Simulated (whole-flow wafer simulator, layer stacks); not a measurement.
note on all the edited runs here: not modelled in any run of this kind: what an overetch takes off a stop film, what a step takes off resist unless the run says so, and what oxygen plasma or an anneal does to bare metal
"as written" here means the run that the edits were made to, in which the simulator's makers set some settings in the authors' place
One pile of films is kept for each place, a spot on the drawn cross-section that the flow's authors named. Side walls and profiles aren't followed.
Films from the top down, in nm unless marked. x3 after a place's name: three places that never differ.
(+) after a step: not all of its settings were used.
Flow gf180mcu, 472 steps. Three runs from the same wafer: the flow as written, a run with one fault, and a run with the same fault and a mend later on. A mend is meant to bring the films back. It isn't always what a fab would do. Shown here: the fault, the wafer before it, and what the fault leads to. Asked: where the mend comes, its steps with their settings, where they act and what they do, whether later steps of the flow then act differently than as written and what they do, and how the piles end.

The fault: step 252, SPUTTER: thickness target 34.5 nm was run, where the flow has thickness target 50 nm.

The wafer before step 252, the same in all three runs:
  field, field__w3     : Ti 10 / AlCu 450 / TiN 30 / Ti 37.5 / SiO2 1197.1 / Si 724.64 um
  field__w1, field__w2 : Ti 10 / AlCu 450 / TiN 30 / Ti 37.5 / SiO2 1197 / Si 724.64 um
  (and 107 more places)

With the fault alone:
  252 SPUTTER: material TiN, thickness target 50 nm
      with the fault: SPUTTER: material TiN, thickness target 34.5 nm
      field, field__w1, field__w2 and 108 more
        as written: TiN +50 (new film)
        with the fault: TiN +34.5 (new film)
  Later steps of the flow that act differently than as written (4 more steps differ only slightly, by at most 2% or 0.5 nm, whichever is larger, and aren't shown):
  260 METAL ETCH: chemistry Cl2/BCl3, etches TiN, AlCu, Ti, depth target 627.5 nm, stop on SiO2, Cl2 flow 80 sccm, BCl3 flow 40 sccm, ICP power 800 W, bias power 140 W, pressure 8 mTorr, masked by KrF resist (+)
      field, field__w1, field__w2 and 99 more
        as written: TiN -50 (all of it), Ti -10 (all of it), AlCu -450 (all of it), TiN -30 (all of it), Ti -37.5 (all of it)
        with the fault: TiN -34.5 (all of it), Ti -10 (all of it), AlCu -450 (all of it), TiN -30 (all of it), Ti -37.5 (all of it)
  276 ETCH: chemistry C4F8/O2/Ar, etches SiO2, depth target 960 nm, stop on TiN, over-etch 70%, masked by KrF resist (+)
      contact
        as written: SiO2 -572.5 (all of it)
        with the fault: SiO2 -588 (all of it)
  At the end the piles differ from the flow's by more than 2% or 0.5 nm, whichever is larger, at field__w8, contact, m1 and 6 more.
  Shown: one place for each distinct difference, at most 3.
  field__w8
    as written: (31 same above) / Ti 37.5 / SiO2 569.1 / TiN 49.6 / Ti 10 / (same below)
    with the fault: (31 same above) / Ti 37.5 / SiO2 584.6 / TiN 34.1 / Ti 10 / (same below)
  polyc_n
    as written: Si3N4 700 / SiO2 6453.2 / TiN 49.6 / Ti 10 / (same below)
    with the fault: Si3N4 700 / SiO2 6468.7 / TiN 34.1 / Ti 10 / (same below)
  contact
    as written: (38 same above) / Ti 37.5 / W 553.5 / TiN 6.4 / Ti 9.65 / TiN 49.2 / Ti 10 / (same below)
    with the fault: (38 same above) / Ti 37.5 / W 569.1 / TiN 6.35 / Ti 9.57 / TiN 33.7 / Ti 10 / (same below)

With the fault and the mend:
  The mend comes after step 252.
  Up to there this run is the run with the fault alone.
  252a SPUTTER: material TiN, thickness target 15.5 nm (the flow's step 252 once more, with other settings)
      field, field__w1, field__w2 and 108 more
        TiN +15.5
  No later step of the flow acts differently than as written at any place that is followed.
  At the end the piles are the same as the flow's at every place that both follow.
